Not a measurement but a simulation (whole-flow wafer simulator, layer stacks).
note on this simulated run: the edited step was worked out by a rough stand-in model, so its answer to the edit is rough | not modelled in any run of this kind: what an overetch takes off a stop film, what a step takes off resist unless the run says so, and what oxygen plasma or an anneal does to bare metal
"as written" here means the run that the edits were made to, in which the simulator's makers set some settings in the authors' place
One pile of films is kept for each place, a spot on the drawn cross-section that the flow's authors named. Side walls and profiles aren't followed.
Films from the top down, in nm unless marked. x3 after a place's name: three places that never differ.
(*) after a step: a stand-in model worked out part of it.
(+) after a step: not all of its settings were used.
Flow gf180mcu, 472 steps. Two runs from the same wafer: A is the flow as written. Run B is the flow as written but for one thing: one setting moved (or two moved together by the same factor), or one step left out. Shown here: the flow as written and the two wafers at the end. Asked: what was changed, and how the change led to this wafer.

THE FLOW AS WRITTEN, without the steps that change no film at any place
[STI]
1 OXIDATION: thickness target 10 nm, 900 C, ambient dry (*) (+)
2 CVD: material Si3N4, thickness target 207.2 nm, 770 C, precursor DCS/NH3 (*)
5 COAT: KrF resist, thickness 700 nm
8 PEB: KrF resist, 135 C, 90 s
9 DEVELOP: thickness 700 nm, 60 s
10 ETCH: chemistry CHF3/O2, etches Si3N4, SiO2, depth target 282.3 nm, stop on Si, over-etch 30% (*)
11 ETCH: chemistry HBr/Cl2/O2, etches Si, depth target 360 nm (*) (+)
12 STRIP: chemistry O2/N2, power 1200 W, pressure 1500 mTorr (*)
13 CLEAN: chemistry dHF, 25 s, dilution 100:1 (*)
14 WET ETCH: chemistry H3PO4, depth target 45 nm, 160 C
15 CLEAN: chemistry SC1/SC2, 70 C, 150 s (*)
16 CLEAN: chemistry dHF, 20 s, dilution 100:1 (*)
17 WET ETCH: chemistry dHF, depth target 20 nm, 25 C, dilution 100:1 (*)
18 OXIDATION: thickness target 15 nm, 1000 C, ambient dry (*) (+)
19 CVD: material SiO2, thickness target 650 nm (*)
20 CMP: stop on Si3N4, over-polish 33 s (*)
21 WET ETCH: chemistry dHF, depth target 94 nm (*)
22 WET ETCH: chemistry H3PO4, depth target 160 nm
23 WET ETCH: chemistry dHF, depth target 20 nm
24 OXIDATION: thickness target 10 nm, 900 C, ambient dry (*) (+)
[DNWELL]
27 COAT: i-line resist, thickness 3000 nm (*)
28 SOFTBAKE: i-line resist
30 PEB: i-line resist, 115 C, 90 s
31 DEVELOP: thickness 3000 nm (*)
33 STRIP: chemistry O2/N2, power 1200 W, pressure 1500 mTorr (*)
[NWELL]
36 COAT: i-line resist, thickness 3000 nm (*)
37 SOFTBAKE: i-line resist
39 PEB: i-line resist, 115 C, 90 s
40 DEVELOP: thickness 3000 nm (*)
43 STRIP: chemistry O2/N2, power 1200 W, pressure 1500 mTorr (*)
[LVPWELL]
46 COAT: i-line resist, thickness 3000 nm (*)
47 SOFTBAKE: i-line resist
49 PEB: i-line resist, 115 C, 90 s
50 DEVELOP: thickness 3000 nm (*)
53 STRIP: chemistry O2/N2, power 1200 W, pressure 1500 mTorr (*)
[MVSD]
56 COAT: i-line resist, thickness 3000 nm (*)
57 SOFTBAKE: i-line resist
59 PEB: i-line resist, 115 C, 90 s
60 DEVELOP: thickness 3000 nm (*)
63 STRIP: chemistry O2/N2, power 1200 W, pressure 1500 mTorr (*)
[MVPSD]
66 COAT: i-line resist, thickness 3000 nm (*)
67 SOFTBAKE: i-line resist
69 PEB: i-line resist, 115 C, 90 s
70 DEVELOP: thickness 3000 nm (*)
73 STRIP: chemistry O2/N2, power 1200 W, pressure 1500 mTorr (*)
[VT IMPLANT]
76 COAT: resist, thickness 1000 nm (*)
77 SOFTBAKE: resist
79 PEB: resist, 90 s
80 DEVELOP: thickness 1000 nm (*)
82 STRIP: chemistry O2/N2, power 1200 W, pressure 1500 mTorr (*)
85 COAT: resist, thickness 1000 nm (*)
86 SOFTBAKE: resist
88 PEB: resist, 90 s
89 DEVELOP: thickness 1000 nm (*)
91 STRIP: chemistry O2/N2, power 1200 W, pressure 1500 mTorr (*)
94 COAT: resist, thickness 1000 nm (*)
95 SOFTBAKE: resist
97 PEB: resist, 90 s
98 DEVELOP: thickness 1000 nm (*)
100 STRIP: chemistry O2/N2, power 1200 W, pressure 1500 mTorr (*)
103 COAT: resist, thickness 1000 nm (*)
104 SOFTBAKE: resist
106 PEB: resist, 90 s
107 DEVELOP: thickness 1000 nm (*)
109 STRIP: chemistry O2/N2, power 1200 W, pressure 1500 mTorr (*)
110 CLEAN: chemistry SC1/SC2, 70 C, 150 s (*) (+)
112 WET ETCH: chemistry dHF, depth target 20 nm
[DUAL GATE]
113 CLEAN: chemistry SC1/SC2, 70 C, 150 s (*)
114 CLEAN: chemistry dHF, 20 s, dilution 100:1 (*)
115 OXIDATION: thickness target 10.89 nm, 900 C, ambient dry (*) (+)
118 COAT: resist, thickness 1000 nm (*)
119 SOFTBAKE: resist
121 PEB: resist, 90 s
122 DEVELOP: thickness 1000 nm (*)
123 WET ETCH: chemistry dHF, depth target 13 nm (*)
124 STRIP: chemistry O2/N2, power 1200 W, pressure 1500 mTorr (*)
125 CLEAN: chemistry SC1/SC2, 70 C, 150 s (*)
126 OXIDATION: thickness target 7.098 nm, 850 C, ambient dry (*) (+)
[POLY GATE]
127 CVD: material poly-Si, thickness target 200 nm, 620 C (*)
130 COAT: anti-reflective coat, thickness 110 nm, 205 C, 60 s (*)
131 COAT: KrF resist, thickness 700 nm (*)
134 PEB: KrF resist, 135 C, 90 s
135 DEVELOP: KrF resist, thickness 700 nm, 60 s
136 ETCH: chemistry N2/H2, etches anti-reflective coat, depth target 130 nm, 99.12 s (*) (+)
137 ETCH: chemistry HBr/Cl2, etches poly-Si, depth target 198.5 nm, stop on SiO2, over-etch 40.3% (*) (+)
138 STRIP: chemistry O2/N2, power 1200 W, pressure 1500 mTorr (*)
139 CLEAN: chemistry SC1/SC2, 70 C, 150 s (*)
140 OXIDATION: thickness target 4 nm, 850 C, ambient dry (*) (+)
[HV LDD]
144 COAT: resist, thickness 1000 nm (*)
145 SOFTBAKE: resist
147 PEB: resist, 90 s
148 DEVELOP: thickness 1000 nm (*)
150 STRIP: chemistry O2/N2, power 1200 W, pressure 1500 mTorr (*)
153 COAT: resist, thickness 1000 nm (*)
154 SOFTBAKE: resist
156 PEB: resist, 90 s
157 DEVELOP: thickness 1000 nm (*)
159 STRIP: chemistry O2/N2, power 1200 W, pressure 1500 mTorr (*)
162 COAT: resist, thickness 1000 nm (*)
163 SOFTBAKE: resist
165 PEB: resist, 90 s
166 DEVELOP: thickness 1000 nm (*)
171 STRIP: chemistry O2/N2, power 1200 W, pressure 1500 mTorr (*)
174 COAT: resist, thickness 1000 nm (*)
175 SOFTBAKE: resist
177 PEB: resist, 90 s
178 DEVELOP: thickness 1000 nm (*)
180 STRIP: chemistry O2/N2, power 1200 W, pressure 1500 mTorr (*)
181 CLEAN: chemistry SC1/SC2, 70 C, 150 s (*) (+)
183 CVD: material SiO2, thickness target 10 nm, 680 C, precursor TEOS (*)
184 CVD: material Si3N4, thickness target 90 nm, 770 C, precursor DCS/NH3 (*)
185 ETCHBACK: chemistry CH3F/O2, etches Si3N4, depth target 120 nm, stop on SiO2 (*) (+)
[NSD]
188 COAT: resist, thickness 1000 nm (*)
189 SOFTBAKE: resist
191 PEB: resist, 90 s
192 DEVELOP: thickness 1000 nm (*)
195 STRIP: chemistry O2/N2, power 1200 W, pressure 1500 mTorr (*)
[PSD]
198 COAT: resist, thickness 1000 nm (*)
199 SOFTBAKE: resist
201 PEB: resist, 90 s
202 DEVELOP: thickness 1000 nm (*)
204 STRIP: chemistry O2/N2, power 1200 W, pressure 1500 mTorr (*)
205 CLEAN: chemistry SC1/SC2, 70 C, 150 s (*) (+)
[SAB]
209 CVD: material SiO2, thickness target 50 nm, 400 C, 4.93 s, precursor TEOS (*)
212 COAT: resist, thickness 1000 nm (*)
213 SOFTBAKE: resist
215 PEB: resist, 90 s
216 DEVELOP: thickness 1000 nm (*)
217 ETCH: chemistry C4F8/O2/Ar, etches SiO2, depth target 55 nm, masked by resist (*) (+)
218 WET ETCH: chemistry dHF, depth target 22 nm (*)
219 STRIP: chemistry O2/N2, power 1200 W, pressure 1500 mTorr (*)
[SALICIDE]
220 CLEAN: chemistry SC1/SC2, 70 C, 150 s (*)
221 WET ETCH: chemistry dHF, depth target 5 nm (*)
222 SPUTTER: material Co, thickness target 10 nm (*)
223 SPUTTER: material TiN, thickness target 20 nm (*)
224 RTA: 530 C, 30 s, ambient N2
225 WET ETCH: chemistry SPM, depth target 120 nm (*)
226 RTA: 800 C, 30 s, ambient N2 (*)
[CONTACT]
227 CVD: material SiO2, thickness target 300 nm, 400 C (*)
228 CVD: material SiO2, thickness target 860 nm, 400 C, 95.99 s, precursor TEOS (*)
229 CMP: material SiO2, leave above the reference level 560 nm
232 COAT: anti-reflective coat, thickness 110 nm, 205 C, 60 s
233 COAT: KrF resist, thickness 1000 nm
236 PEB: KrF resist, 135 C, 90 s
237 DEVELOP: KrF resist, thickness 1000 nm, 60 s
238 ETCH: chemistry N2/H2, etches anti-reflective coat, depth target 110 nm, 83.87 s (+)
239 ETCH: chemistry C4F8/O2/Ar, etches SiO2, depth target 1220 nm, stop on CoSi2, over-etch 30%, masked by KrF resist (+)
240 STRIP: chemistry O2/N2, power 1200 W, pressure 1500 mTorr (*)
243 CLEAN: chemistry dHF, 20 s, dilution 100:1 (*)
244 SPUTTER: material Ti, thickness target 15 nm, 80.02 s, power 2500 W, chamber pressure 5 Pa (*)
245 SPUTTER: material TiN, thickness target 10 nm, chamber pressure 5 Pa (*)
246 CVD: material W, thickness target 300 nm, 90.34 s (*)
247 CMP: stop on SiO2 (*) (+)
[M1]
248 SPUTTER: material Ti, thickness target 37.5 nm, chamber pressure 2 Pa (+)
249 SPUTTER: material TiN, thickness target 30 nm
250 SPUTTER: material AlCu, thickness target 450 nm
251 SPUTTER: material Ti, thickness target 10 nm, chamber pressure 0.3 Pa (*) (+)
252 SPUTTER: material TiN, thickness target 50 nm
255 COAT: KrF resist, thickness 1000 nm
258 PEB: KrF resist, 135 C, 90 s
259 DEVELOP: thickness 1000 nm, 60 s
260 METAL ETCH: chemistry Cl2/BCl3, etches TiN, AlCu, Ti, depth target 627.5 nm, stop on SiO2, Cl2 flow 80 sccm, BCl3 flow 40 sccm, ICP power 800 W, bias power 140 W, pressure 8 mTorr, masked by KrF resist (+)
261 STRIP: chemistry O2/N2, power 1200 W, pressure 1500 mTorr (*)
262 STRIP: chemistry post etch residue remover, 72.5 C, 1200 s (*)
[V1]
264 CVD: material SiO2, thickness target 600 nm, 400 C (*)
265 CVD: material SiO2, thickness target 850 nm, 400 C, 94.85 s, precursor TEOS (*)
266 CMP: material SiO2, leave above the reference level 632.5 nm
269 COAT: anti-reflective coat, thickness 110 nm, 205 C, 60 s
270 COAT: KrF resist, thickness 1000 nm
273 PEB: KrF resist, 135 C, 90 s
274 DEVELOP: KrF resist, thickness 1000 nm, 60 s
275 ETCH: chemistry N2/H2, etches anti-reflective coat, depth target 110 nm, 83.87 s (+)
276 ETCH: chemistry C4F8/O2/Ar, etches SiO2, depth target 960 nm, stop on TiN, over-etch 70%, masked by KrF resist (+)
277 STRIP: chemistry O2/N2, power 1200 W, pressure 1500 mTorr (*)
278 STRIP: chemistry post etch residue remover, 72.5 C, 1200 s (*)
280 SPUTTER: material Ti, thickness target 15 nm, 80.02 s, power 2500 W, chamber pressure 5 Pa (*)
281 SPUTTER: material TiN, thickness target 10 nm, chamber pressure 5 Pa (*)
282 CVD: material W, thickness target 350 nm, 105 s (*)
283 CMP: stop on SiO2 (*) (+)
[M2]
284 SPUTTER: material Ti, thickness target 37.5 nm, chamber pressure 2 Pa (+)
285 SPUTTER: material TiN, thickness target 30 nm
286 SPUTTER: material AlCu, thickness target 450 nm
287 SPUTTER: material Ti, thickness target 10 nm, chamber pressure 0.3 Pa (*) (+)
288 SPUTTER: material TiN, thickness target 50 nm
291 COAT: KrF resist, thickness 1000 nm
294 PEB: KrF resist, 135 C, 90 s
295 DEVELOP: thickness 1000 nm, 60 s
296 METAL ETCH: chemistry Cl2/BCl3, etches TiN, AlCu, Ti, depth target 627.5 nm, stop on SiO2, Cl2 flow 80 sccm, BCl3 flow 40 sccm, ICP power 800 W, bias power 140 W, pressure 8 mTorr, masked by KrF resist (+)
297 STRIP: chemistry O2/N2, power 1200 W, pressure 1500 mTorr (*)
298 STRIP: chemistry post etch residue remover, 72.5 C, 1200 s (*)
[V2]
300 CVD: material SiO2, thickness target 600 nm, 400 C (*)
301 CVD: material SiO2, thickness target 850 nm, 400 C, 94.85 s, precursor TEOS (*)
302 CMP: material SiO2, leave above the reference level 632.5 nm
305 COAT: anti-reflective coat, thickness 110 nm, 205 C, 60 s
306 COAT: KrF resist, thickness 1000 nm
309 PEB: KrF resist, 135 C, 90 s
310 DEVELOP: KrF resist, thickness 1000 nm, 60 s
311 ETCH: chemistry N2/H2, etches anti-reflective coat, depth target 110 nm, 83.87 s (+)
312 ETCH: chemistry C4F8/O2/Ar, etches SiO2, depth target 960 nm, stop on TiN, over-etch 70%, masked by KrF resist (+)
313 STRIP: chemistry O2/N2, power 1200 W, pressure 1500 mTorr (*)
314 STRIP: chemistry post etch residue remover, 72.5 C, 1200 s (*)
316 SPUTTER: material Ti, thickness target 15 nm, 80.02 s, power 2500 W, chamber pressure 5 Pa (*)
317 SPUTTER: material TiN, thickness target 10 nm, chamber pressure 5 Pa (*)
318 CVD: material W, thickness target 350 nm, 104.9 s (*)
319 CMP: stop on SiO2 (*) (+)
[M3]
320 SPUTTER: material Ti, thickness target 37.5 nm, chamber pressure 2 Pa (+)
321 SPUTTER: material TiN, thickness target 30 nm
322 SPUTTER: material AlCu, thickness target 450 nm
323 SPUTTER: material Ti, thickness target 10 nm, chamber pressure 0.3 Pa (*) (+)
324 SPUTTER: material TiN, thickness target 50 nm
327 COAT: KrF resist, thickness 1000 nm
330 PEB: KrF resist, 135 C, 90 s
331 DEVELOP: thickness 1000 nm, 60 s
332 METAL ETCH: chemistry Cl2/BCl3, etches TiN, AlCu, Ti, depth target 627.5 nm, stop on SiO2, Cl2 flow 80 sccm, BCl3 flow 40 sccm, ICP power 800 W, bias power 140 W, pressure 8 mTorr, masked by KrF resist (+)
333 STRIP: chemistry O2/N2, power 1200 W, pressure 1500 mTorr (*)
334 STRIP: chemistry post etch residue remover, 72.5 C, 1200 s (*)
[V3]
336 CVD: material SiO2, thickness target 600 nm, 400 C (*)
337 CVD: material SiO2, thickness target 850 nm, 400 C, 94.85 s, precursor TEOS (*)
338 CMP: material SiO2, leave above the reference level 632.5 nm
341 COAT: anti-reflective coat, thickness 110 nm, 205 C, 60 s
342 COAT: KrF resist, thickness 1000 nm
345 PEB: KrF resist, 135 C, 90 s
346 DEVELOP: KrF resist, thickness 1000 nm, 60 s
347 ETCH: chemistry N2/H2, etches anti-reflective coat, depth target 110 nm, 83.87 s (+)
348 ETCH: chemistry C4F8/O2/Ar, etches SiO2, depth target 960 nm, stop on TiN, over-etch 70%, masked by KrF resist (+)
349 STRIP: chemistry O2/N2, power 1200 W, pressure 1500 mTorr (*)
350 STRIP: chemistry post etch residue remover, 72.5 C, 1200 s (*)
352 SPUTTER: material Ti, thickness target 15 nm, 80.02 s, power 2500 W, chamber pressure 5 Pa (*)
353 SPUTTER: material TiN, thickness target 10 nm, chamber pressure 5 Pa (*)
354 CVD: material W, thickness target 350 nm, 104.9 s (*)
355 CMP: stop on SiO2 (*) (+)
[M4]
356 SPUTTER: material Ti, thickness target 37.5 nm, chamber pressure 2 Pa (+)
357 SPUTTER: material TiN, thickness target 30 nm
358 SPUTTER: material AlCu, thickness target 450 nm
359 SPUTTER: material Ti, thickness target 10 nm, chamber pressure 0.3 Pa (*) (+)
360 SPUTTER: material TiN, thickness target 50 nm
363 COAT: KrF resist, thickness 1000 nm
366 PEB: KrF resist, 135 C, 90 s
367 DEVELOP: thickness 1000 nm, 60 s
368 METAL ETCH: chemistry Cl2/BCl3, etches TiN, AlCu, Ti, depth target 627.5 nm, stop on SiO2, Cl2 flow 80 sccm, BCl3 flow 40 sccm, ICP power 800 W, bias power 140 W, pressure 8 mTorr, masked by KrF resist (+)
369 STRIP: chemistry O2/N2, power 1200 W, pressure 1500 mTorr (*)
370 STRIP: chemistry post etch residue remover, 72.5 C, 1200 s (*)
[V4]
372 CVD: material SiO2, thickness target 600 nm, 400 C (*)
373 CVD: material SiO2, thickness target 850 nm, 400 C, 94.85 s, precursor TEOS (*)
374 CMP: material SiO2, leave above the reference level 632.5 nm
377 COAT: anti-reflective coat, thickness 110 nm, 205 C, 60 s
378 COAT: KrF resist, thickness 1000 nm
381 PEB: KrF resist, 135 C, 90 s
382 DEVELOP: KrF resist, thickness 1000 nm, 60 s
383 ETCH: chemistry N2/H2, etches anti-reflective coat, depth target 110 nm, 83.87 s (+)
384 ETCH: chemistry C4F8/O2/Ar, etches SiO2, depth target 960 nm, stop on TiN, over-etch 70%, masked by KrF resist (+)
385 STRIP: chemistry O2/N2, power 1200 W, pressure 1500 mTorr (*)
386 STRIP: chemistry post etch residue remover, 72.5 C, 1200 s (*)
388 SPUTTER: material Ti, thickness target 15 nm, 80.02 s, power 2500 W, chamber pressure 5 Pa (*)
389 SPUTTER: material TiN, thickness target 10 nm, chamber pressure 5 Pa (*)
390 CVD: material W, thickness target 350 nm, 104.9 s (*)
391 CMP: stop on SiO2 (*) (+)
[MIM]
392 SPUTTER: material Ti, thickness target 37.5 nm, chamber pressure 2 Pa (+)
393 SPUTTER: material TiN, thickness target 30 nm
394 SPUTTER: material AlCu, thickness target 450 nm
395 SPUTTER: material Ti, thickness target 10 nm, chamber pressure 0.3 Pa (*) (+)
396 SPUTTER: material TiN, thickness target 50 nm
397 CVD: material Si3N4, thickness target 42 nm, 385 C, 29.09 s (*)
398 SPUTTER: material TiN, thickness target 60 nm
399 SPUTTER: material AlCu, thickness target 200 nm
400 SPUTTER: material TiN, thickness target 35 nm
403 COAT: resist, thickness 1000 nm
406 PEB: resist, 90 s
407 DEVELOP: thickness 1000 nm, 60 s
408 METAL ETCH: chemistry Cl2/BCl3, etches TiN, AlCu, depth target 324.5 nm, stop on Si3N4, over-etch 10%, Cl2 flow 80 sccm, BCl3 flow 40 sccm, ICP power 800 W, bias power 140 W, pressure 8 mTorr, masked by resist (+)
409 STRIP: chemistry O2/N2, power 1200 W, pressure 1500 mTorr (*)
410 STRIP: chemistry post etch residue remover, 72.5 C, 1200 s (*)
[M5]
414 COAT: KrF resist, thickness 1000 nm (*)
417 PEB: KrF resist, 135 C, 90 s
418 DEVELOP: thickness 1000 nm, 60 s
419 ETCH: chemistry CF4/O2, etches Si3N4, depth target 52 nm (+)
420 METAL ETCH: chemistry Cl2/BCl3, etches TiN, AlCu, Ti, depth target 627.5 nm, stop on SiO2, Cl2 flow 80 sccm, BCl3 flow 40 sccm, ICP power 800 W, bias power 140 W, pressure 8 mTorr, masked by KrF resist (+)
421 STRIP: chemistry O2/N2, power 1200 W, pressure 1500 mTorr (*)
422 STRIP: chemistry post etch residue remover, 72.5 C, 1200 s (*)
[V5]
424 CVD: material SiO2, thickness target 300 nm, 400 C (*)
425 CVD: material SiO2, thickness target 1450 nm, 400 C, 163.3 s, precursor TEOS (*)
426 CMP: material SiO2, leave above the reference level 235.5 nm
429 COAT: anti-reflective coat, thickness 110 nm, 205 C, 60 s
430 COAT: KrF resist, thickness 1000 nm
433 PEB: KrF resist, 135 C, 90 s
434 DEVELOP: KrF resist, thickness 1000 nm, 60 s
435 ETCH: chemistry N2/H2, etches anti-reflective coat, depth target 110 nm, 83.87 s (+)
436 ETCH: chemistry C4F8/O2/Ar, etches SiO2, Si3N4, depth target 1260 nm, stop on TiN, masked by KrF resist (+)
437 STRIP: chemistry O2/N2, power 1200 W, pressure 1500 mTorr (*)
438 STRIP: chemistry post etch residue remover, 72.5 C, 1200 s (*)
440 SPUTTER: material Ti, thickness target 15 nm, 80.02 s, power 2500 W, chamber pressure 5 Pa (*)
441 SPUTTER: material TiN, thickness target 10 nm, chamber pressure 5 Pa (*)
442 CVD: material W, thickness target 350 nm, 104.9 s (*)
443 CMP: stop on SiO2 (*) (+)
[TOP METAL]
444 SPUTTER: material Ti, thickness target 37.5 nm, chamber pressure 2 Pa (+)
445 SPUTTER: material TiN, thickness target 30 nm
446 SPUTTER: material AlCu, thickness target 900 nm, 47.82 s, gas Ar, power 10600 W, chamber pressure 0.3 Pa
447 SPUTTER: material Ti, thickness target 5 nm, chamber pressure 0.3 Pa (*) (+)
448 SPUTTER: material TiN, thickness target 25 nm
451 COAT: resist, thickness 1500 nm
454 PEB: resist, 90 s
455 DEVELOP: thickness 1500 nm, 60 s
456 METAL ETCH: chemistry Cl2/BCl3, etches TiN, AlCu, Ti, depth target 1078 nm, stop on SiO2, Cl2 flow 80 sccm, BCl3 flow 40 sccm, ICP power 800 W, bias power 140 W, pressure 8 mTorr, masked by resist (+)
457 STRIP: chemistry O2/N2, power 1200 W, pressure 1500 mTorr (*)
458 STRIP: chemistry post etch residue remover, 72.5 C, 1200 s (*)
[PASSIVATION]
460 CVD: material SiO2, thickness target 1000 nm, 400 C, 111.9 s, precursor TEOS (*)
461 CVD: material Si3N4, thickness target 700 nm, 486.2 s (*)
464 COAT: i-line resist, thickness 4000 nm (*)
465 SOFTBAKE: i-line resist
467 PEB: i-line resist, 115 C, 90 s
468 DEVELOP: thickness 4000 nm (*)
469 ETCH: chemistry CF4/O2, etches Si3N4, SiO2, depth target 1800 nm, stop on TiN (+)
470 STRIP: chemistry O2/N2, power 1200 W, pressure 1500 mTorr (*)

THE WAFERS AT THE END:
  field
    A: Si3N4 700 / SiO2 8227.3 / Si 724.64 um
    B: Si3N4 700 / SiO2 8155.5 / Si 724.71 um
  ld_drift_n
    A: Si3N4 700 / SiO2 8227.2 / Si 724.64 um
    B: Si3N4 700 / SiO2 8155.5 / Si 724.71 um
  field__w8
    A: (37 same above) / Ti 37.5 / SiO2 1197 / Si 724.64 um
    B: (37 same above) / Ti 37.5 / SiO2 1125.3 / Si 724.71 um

The cause: step 11, ETCH: depth target 288 nm was run, where the flow has depth target 360 nm.

How the change led to this, step by step:
  11 ETCH: chemistry HBr/Cl2/O2, etches Si, depth target 360 nm (*) (+)
      active, n_well, p_well and 40 more: A KrF resist -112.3 | B KrF resist -88.3
      field, field_sub, sti and 34 more: A Si -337 | B Si -265
  12 STRIP: chemistry O2/N2, power 1200 W, pressure 1500 mTorr (*)
      active, n_well, p_well and 40 more: A KrF resist -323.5 (all of it) | B KrF resist -347.5 (all of it)
  19 CVD: material SiO2, thickness target 650 nm (*)
      m1, ld_fp_n, ld_drift_n and 8 more: A SiO2 +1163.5 | B SiO2 +1091.5
  20 CMP: stop on Si3N4, over-polish 33 s (*)
      sti, mim_1p0, pad and 11 more: A SiO2 -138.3 | B SiO2 -210.3
      nw_enc_fld, nw_enc_fld_lv: A SiO2 -142.4 | B SiO2 -214.4
      (and at 10 more places)
  189 SOFTBAKE: resist
      field__w9: A resist +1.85 | B resist -1.04
  199 SOFTBAKE: resist
      field__w9: A resist +1.85 | B resist -1.04
